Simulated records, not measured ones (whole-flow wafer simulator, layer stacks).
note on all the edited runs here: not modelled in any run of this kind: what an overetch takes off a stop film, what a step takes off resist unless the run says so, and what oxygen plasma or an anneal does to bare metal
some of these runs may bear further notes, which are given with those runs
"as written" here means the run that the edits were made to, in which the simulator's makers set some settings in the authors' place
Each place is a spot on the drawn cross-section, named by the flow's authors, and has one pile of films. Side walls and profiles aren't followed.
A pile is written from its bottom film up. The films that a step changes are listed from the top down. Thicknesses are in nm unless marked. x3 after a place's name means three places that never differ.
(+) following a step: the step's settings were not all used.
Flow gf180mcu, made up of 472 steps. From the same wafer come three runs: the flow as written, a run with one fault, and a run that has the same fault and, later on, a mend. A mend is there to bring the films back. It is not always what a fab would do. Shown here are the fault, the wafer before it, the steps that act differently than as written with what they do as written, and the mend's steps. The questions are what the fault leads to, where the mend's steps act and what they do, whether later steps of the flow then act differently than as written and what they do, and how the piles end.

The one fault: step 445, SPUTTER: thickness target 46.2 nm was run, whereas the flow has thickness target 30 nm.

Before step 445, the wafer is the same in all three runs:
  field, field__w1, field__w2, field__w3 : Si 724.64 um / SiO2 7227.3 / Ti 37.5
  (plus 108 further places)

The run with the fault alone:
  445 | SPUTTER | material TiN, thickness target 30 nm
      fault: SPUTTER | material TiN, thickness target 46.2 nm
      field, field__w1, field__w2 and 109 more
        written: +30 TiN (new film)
        fault: +46.2 TiN (new film)
  Steps further on in the flow that do not act as written (4 other steps are not shown; they differ only slightly, by no more than 2% or 0.5 nm, whichever is larger):
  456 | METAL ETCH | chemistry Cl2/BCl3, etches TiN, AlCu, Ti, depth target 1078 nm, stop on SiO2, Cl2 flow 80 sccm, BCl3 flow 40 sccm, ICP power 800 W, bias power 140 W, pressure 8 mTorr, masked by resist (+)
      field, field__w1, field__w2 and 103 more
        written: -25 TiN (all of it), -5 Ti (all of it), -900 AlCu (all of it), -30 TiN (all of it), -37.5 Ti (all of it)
        fault: -25 TiN (all of it), -5 Ti (all of it), -900 AlCu (all of it), -46.2 TiN (all of it), -37.5 Ti (all of it)
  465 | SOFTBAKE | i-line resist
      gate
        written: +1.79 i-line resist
        fault: -0.23 i-line resist
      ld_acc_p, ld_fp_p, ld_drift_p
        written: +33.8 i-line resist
        fault: +27.6 i-line resist
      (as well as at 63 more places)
  At field__w8, contact, m1, m1__w1, pad, m1_nw, the piles at the end differ from the flow's by more than 2% or 0.5 nm, whichever is larger.
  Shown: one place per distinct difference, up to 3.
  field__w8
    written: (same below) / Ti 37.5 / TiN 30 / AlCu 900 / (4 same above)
    fault: (same below) / Ti 37.5 / TiN 46.2 / AlCu 900 / (4 same above)
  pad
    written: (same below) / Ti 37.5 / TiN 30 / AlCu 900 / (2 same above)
    fault: (same below) / Ti 37.5 / TiN 46.2 / AlCu 900 / (2 same above)

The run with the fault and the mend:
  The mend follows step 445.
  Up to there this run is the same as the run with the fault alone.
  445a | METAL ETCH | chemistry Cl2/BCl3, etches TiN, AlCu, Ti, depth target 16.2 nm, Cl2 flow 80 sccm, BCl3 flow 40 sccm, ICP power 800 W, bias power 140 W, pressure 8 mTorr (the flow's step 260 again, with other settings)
      field, field__w1, field__w2 and 109 more
        -16.2 TiN
  None of the later steps of the flow acts differently than as written at any place that is followed.
  At every place that both follow, the piles at the end match the flow's.
